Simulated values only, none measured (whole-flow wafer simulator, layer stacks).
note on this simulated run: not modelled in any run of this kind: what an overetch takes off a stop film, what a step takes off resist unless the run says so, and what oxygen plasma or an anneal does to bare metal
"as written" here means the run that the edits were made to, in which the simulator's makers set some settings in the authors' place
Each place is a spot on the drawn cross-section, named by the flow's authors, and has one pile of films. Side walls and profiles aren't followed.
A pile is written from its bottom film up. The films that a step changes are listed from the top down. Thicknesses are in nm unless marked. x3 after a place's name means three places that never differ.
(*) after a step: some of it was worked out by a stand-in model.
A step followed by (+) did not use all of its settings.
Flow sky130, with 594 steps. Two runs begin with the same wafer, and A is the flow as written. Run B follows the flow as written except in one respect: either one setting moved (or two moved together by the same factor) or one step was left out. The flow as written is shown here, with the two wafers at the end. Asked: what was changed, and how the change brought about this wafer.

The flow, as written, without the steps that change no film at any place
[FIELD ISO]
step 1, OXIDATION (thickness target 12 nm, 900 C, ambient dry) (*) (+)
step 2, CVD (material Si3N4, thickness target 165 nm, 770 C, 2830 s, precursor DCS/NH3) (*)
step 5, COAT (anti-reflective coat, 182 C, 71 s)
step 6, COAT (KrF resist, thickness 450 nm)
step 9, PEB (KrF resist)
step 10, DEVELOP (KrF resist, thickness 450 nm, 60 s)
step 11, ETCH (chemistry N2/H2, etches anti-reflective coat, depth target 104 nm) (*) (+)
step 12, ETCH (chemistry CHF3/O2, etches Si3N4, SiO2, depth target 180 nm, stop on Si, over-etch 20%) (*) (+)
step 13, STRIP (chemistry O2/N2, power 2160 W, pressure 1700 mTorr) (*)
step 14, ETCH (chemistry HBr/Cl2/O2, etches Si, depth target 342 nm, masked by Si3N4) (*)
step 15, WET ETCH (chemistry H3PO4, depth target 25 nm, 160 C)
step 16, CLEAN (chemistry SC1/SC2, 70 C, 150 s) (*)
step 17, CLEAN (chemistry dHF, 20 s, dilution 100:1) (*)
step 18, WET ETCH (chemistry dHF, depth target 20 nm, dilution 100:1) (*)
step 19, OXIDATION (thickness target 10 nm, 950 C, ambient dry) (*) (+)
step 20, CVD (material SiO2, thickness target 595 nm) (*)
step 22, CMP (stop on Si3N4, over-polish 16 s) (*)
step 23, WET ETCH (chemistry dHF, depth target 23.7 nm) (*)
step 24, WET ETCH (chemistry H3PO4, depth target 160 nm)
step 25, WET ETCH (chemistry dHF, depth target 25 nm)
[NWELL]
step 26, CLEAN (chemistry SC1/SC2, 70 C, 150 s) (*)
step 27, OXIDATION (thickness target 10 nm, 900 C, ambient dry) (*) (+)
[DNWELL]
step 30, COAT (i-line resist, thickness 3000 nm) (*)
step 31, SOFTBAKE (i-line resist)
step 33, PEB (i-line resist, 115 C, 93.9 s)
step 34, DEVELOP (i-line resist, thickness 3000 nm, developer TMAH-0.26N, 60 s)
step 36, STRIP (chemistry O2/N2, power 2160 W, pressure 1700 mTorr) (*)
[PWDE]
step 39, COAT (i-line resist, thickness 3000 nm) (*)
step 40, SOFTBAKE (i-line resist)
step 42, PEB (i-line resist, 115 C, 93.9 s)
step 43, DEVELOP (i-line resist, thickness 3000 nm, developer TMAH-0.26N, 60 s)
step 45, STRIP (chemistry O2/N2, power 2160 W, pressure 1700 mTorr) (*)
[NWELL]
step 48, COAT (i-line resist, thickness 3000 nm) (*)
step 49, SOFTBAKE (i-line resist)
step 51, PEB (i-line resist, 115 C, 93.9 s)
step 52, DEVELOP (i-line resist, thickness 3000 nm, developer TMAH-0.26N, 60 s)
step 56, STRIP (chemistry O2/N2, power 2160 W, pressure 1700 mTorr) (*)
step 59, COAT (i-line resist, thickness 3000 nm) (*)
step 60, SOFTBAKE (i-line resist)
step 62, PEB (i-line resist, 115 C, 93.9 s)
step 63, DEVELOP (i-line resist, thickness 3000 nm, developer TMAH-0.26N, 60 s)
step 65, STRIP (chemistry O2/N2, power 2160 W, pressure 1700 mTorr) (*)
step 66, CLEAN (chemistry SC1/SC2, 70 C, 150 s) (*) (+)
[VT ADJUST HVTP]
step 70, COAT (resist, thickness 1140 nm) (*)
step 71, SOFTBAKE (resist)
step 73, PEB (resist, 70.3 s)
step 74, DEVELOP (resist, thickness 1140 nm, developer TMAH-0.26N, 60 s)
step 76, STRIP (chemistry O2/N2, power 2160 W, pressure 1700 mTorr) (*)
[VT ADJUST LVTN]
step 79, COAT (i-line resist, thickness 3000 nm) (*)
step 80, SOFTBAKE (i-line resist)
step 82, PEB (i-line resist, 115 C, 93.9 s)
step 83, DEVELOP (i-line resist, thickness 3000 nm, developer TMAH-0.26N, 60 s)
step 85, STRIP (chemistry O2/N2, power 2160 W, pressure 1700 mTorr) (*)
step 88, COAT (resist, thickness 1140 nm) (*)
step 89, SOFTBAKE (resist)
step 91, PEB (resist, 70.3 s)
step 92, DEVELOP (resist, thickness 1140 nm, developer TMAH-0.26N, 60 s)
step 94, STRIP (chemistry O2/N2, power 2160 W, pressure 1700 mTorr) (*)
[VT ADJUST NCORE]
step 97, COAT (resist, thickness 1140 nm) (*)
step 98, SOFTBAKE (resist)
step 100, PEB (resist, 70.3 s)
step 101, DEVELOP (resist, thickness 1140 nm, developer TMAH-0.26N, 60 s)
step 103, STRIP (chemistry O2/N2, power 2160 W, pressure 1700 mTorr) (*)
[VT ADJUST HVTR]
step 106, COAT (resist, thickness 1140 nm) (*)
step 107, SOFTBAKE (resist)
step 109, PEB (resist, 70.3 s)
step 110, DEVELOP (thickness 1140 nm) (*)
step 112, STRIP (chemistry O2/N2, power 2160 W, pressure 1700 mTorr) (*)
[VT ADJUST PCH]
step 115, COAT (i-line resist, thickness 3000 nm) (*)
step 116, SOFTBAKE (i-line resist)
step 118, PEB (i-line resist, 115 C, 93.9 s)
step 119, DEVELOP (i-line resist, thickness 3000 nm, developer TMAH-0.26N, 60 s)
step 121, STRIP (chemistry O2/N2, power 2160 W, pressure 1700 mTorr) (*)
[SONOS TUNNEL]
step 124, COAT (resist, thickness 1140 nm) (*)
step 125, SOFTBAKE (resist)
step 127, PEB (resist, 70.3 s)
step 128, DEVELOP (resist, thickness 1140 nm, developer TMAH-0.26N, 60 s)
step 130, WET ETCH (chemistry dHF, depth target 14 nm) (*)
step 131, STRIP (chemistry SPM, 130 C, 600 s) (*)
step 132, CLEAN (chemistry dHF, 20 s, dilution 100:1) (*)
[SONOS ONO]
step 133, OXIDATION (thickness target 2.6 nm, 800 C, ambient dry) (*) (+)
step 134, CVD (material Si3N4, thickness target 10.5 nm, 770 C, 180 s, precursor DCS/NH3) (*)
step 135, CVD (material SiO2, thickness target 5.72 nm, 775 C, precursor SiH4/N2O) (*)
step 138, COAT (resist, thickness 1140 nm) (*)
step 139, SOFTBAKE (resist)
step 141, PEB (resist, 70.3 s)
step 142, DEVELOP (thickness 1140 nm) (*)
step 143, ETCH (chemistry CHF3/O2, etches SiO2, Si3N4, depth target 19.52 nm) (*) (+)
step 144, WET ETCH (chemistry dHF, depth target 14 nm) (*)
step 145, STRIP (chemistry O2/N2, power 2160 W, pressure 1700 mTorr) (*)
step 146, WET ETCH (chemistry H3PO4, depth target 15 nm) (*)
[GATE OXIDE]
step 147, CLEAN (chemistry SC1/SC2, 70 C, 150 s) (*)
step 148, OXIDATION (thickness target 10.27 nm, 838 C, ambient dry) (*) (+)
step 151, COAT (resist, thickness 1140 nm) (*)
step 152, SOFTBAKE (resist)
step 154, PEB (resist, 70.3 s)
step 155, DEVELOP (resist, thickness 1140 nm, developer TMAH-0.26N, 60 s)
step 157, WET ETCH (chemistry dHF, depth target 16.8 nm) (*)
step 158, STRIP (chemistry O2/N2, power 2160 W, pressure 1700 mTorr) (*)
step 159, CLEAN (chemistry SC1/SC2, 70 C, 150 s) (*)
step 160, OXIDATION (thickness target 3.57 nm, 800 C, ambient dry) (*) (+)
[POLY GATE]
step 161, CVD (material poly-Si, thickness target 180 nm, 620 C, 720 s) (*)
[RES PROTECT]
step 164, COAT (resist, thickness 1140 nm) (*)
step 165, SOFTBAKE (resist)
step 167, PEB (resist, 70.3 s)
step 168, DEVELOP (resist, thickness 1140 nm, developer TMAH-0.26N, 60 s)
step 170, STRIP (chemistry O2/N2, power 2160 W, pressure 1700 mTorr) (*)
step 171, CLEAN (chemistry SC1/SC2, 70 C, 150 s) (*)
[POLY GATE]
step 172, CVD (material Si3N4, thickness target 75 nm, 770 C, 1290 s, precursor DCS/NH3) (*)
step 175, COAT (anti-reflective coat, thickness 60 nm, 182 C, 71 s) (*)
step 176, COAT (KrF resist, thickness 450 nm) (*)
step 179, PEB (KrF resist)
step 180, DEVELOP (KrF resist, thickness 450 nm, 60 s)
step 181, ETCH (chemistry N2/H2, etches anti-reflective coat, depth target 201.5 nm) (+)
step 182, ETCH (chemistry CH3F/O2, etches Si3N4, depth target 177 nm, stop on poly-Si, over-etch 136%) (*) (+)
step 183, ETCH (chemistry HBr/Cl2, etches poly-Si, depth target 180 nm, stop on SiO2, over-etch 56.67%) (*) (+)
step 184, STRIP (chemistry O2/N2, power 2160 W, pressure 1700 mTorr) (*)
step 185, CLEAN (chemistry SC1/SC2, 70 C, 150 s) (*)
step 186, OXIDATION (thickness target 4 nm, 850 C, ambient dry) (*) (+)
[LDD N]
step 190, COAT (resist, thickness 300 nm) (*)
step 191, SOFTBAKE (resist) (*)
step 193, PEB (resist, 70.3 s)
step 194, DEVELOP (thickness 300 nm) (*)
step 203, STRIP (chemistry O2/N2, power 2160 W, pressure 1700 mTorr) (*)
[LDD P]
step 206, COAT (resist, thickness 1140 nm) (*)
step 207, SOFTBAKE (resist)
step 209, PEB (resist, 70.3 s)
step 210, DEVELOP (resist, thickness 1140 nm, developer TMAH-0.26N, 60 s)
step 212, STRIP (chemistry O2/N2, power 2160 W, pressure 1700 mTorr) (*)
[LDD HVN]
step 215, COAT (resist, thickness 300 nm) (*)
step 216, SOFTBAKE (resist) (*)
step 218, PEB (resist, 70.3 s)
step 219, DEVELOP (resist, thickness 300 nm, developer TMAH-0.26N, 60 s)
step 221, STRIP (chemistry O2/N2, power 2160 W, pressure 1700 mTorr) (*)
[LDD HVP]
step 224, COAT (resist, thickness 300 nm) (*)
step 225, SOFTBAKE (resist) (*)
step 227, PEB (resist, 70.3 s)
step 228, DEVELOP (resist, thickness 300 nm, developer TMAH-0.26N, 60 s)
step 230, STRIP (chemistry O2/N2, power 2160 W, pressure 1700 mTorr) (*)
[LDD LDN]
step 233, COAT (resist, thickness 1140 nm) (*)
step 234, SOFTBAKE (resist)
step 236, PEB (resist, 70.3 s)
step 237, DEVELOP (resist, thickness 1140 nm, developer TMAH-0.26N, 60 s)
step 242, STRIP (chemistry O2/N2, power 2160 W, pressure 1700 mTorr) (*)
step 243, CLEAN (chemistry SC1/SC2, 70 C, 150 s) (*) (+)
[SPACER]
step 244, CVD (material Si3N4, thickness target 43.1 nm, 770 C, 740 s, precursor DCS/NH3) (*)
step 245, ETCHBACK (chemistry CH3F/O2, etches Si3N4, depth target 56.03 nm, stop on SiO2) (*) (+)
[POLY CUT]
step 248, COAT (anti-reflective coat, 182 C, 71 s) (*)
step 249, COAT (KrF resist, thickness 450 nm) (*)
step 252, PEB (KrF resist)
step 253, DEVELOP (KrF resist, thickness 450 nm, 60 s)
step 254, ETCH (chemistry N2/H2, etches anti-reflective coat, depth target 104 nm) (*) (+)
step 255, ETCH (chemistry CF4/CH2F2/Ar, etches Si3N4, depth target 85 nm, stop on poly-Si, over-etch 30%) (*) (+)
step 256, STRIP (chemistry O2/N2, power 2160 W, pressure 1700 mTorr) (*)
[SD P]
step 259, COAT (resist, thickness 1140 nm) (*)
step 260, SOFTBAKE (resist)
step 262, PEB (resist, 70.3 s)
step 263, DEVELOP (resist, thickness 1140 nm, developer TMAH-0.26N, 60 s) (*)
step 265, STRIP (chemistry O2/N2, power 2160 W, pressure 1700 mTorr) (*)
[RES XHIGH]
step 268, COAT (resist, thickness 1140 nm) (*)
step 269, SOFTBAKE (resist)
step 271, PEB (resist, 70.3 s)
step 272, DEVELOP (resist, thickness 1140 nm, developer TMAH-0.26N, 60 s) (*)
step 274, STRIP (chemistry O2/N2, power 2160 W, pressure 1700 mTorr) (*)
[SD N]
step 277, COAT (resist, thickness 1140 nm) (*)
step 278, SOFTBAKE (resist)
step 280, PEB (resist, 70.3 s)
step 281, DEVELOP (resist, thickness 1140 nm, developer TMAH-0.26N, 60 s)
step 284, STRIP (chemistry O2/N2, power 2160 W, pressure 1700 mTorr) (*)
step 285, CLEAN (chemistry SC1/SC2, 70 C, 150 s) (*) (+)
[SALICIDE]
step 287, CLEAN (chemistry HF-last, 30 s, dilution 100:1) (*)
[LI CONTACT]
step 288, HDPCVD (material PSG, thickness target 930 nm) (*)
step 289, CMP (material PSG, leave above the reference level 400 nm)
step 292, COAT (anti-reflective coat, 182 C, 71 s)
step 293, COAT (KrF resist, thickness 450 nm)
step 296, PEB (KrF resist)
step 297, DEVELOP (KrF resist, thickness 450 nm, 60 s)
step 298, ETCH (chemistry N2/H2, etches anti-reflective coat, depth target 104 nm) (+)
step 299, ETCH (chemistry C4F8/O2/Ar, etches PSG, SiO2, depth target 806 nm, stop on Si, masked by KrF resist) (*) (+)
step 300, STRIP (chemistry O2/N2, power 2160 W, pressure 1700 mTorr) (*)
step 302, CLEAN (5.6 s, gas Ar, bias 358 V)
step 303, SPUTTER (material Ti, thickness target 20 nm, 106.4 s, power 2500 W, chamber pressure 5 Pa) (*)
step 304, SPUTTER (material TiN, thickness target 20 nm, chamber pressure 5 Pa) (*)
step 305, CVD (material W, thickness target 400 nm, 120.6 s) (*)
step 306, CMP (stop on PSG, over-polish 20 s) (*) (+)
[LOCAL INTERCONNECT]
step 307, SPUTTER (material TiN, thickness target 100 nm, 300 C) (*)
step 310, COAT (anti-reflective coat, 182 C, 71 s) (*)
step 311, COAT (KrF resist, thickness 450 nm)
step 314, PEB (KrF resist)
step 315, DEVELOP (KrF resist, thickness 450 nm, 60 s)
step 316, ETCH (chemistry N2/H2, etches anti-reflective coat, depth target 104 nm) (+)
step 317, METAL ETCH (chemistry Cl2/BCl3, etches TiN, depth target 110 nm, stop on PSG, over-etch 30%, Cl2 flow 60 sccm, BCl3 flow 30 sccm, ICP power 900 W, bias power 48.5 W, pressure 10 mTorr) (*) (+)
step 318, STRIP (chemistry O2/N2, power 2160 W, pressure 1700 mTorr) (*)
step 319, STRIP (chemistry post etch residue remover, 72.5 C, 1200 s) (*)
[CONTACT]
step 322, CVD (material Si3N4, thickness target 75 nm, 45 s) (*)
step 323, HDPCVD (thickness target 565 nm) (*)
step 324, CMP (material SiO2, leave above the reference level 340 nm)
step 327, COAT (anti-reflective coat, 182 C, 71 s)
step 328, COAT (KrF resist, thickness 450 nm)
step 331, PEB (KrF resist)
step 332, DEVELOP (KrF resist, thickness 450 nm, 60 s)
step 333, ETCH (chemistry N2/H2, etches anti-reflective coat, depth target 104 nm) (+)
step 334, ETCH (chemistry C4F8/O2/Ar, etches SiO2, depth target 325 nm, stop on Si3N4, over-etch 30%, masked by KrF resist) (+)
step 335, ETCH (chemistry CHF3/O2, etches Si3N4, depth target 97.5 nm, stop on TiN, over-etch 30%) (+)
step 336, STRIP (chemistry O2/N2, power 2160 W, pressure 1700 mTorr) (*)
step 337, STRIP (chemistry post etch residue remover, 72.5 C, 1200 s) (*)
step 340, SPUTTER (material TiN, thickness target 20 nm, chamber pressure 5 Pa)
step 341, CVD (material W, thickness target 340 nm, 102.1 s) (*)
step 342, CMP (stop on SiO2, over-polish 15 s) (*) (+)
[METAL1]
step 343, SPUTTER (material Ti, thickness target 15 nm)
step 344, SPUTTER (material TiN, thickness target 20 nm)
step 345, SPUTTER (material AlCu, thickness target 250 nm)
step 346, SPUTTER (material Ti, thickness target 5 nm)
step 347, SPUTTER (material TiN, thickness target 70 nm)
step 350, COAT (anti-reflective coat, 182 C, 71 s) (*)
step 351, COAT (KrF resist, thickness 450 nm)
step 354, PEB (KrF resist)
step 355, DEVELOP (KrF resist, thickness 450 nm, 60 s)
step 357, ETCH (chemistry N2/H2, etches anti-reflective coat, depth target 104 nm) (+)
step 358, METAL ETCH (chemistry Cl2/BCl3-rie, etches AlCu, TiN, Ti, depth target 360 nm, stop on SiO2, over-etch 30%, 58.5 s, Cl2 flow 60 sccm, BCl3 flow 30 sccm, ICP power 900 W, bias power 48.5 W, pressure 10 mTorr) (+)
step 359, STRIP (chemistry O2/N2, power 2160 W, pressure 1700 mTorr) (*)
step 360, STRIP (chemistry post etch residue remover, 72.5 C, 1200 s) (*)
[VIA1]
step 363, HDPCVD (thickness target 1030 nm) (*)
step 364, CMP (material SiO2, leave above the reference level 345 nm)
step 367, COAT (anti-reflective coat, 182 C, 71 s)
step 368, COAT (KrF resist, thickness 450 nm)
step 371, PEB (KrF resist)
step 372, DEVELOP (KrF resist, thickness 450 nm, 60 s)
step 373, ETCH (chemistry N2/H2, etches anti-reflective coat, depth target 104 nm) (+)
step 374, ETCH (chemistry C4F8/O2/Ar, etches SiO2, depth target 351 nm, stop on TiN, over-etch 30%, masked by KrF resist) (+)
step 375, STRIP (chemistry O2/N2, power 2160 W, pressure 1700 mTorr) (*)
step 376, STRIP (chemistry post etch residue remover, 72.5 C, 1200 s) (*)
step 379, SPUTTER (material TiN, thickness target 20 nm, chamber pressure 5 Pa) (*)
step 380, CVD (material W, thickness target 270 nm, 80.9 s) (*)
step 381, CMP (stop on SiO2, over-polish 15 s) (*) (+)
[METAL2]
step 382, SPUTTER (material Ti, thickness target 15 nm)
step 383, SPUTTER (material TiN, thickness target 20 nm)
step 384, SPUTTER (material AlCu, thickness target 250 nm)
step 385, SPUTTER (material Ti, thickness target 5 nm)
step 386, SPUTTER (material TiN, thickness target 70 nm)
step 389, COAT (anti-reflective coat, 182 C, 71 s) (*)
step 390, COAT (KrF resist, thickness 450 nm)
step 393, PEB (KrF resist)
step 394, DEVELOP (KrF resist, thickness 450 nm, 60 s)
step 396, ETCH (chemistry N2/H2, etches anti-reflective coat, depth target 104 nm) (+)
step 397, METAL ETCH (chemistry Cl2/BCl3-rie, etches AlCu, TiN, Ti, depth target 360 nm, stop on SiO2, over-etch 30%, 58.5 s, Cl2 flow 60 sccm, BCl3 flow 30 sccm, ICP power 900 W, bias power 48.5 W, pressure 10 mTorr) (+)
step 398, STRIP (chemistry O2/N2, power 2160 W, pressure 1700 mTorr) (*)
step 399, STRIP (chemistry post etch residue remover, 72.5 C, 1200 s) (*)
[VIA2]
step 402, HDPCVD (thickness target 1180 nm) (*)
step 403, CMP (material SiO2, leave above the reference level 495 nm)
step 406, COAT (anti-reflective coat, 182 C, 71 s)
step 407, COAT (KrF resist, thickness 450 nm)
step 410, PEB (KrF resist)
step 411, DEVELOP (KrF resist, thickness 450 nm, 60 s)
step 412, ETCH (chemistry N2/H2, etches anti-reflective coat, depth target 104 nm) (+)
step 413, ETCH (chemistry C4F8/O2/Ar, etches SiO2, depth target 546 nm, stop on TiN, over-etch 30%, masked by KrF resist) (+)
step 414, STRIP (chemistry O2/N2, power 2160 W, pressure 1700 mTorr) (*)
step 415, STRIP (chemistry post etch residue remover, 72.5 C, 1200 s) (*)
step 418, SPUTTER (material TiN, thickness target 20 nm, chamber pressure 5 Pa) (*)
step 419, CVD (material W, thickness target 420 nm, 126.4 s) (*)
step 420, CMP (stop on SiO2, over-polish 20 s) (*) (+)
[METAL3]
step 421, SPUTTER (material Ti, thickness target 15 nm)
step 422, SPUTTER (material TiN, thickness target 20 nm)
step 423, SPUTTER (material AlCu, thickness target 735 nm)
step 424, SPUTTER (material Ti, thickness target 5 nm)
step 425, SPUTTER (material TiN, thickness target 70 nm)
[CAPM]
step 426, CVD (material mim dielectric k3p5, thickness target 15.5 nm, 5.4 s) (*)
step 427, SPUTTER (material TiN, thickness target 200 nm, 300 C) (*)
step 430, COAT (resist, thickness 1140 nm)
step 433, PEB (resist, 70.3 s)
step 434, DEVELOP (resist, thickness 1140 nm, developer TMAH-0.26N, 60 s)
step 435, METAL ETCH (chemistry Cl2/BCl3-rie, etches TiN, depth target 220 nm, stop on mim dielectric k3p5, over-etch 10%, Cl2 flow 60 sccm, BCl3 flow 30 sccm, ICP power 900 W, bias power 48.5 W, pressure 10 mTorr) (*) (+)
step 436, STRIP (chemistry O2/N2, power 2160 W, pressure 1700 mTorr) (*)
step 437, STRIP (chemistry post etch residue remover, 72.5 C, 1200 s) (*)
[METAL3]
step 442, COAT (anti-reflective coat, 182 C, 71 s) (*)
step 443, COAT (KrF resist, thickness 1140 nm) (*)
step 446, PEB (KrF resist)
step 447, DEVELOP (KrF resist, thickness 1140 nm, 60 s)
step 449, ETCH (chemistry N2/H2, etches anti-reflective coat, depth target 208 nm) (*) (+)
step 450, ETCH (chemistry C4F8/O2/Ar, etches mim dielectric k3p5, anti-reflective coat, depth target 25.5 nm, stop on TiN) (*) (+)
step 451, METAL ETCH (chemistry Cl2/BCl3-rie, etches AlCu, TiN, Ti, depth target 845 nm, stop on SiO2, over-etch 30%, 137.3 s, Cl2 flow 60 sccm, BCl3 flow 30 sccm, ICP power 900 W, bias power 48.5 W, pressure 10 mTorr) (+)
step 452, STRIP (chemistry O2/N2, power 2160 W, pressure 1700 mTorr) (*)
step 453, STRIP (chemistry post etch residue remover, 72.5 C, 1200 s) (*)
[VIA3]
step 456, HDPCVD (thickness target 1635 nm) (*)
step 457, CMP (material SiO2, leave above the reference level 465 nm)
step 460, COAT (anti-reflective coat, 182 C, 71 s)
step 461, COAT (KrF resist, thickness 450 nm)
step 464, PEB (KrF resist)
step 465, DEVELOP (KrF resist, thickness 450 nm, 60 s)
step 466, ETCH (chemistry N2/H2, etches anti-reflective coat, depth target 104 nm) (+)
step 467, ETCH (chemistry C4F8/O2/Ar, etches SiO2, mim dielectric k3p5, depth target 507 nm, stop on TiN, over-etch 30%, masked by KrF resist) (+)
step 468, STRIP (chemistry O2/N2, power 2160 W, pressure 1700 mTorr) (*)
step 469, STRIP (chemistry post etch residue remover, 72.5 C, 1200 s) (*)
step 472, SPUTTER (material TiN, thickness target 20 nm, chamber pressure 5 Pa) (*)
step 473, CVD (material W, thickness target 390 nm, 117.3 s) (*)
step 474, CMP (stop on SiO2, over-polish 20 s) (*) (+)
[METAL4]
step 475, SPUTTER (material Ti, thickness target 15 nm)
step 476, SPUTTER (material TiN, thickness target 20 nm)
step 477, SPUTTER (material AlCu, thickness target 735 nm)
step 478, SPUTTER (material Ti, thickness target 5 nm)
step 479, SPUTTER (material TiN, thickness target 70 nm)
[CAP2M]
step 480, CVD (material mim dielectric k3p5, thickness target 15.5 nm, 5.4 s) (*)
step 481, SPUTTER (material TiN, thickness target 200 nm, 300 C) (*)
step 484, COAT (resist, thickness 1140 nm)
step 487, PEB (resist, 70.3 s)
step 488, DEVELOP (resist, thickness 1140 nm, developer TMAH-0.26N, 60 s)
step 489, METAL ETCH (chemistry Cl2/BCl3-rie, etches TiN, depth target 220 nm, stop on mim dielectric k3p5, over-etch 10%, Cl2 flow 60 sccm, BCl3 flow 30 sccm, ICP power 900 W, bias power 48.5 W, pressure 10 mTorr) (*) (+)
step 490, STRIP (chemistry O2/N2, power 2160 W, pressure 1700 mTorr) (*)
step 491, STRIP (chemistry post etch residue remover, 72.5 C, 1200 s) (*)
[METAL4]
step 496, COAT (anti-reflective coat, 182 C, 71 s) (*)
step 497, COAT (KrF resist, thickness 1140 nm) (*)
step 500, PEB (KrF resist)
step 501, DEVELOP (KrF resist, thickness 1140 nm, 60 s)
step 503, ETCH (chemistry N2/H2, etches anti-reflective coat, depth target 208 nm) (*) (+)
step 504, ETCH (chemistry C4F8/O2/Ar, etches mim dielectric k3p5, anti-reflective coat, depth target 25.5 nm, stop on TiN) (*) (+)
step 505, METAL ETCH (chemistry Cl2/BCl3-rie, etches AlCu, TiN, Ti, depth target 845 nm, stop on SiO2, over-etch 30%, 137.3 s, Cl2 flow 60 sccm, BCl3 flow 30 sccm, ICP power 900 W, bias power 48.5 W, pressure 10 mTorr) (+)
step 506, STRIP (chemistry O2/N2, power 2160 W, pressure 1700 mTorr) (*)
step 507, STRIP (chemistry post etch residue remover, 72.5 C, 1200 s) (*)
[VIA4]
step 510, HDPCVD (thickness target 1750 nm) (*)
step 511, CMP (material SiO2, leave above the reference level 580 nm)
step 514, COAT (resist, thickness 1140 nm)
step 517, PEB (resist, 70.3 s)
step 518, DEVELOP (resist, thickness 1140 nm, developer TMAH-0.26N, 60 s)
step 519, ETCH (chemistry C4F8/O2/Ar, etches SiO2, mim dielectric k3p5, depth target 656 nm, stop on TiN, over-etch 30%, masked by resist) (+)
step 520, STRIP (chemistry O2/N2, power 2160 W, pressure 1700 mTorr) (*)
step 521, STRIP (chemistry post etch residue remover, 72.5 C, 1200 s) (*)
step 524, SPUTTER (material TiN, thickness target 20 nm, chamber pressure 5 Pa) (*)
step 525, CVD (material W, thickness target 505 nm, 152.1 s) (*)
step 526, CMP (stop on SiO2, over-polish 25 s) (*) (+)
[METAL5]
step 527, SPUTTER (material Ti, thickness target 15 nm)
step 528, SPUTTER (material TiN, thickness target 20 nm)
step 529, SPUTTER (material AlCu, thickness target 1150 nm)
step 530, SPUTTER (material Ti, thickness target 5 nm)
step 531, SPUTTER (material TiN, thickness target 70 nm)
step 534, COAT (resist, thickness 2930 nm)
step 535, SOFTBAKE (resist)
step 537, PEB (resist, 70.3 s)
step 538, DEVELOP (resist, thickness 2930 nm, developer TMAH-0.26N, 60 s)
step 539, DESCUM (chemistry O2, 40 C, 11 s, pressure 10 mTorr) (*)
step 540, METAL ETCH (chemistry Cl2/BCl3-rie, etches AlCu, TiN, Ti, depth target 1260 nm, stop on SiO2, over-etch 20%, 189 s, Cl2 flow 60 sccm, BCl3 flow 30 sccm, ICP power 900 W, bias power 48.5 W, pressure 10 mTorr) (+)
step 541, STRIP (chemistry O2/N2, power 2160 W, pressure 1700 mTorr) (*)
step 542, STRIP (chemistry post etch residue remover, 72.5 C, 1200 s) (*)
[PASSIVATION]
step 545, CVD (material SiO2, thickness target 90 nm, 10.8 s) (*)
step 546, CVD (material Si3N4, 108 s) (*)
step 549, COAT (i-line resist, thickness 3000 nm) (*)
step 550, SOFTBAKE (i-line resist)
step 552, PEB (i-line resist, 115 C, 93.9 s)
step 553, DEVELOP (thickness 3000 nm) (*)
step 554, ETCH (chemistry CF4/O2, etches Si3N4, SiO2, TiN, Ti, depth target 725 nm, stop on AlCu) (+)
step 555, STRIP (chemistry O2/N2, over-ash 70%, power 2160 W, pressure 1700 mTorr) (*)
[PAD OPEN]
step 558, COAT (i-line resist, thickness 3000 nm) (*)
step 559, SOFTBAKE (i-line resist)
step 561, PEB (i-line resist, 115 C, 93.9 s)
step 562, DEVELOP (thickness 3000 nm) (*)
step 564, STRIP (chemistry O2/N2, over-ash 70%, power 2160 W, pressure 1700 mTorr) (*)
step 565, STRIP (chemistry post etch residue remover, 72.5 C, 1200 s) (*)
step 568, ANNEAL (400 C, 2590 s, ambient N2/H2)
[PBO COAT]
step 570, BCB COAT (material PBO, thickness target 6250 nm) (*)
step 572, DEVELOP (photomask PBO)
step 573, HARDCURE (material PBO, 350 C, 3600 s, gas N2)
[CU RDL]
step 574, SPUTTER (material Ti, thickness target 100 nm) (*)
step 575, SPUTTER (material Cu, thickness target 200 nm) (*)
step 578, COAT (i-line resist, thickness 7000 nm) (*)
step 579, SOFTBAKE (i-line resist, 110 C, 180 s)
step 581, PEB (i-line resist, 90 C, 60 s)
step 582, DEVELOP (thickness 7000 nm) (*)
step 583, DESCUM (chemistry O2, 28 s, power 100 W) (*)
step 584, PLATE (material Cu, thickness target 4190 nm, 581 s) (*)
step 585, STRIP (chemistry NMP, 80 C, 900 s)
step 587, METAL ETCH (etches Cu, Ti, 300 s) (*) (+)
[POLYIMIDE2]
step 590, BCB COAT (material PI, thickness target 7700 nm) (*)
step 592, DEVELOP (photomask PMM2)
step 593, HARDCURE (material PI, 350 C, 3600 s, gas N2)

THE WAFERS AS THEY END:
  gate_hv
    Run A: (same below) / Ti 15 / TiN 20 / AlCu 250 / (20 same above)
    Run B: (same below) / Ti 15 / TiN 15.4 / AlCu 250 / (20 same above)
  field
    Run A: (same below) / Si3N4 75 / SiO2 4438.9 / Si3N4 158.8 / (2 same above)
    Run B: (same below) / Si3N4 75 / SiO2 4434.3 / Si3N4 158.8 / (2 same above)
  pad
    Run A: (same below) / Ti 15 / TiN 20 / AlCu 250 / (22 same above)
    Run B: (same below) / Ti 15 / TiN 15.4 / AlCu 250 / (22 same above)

Cause: step 383, SPUTTER: thickness target 15.4 nm was run, though the flow has thickness target 20 nm.
The wafer lets one read it off: gate_hv has TiN 15.4, and step 383 as written asks for 20 nm.

How this came from the change, step by step:
  step 383, SPUTTER (material TiN, thickness target 20 nm)
      field, active, n_well and 188 more: A +20 TiN (new film) | B +15.4 TiN (new film)
  step 397, METAL ETCH (chemistry Cl2/BCl3-rie, etches AlCu, TiN, Ti, depth target 360 nm, stop on SiO2, over-etch 30%, 58.5 s, Cl2 flow 60 sccm, BCl3 flow 30 sccm, ICP power 900 W, bias power 48.5 W, pressure 10 mTorr) (+)
      field, active, gate and 82 more: A -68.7 TiN (all of it), -5 Ti (all of it), -250 AlCu (all of it), -20 TiN (all of it), -15 Ti (all of it), -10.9 SiO2 | B -68.7 TiN (all of it), -5 Ti (all of it), -250 AlCu (all of it), -15.4 TiN (all of it), -15 Ti (all of it), -11.4 SiO2
